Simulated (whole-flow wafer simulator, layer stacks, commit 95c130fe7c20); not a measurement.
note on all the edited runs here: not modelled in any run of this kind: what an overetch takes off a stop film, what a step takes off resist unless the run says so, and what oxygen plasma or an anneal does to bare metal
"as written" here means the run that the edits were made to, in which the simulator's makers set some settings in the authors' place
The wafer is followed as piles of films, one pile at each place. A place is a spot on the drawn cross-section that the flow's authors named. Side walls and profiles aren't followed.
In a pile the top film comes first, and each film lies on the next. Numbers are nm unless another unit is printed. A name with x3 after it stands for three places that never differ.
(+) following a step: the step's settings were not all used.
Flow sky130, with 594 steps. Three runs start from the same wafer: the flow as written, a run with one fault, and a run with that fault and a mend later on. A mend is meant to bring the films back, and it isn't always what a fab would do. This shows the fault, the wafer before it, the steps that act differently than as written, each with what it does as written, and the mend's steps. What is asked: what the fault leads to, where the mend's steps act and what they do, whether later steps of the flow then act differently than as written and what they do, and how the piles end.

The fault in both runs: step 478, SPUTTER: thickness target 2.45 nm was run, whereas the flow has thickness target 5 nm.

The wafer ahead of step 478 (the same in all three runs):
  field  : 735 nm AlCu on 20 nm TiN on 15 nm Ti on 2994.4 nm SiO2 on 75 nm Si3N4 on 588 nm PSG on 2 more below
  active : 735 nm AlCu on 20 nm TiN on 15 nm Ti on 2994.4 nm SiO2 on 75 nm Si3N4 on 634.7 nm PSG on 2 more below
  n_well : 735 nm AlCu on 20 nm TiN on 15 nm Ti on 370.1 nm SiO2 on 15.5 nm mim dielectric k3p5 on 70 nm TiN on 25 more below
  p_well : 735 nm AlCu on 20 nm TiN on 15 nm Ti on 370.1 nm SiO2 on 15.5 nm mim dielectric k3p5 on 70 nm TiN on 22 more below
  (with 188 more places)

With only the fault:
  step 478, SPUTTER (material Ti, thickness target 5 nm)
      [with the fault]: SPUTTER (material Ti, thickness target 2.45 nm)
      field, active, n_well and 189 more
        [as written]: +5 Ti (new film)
        [with the fault]: +2.45 Ti (new film)
  Later steps of the flow acting differently than as written (16 other steps are not shown; they differ only slightly, by no more than 2% or 0.5 nm, whichever is larger):
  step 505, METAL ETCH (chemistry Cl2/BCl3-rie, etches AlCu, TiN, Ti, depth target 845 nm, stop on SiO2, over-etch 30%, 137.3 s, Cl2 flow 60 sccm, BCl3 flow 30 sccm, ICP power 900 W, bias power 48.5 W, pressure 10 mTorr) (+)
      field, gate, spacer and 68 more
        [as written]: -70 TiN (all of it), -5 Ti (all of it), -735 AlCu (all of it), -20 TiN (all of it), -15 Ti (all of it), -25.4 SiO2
        [with the fault]: -70 TiN (all of it), -2.45 Ti (all of it), -735 AlCu (all of it), -20 TiN (all of it), -15 Ti (all of it), -25.6 SiO2
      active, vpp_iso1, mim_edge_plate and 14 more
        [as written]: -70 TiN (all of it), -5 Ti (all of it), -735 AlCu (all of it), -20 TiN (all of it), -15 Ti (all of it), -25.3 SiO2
        [with the fault]: -70 TiN (all of it), -2.45 Ti (all of it), -735 AlCu (all of it), -20 TiN (all of it), -15 Ti (all of it), -25.6 SiO2
  By the end, the piles at n_well, p_well, gate_hv and 102 more depart from the flow's by more than 2% or 0.5 nm, whichever is larger.
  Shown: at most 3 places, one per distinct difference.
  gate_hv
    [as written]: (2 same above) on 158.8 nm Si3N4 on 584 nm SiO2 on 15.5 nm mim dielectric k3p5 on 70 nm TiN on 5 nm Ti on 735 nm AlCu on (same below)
    [with the fault]: (2 same above) on 158.8 nm Si3N4 on 586.5 nm SiO2 on 15.5 nm mim dielectric k3p5 on 70 nm TiN on 2.45 nm Ti on 735 nm AlCu on (same below)
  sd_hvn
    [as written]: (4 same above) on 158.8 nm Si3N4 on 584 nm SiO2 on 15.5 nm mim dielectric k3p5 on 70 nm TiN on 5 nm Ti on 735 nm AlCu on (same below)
    [with the fault]: (4 same above) on 158.8 nm Si3N4 on 586.5 nm SiO2 on 15.5 nm mim dielectric k3p5 on 70 nm TiN on 2.45 nm Ti on 735 nm AlCu on (same below)
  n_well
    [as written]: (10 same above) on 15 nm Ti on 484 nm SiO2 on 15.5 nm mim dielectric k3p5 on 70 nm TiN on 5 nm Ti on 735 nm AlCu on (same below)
    [with the fault]: (10 same above) on 15 nm Ti on 486.6 nm SiO2 on 15.5 nm mim dielectric k3p5 on 70 nm TiN on 2.45 nm Ti on 735 nm AlCu on (same below)

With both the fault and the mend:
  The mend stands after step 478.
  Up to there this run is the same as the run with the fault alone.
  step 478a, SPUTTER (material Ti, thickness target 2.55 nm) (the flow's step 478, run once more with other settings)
      field, active, n_well and 189 more
        +2.55 Ti
  None of the later steps of the flow acts differently than as written at any place that is followed.
  By the end, the piles equal the flow's at every place that both follow.
